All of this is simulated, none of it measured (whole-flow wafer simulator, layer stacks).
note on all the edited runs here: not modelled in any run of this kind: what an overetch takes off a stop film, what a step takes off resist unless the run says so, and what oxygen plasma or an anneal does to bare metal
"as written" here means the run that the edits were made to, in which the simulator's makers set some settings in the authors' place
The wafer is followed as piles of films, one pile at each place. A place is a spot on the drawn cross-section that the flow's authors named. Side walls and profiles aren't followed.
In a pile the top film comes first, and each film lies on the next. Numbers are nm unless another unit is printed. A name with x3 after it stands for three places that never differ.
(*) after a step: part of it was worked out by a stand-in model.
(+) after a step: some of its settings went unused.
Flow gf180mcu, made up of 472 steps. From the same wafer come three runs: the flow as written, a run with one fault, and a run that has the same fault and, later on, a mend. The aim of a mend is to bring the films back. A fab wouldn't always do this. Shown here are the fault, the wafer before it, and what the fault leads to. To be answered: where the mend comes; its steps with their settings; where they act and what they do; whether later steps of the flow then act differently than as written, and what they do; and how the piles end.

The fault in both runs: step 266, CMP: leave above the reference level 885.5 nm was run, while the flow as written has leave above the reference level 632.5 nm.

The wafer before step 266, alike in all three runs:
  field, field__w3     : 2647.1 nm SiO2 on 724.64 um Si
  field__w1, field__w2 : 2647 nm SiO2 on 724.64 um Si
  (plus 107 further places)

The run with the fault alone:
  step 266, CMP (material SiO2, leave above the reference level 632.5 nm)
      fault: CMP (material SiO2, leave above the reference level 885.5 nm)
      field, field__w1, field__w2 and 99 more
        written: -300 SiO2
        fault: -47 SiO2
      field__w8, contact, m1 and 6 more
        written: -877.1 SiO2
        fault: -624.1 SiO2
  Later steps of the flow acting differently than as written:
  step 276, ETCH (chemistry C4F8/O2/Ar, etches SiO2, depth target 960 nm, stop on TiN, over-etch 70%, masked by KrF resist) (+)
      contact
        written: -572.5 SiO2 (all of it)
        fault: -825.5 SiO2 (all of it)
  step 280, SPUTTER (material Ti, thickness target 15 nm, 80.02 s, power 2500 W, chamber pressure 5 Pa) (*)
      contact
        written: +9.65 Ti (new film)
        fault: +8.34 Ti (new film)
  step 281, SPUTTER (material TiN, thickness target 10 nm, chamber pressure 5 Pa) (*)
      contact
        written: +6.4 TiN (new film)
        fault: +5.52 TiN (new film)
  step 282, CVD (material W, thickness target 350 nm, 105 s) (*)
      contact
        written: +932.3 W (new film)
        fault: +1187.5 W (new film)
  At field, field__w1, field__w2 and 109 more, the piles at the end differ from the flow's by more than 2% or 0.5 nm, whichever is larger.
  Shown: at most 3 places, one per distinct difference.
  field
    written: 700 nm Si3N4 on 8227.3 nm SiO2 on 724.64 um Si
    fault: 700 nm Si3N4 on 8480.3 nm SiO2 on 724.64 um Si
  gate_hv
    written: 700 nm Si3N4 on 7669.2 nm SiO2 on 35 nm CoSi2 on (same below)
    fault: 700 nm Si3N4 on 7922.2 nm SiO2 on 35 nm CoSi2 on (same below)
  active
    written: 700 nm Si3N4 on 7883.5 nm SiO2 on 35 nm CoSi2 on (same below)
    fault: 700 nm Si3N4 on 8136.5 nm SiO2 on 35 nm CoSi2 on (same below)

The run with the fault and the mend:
  The mend follows step 266.
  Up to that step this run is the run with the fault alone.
  step 266a, CMP (material SiO2, leave above the reference level 632.5 nm) (a further turn of the flow's step 266)
      field, field__w1, field__w2 and 108 more
        -253 SiO2
  Every later step of the flow that is run acts as written at every place that is followed.
  By the end, the piles equal the flow's at every place that both follow.
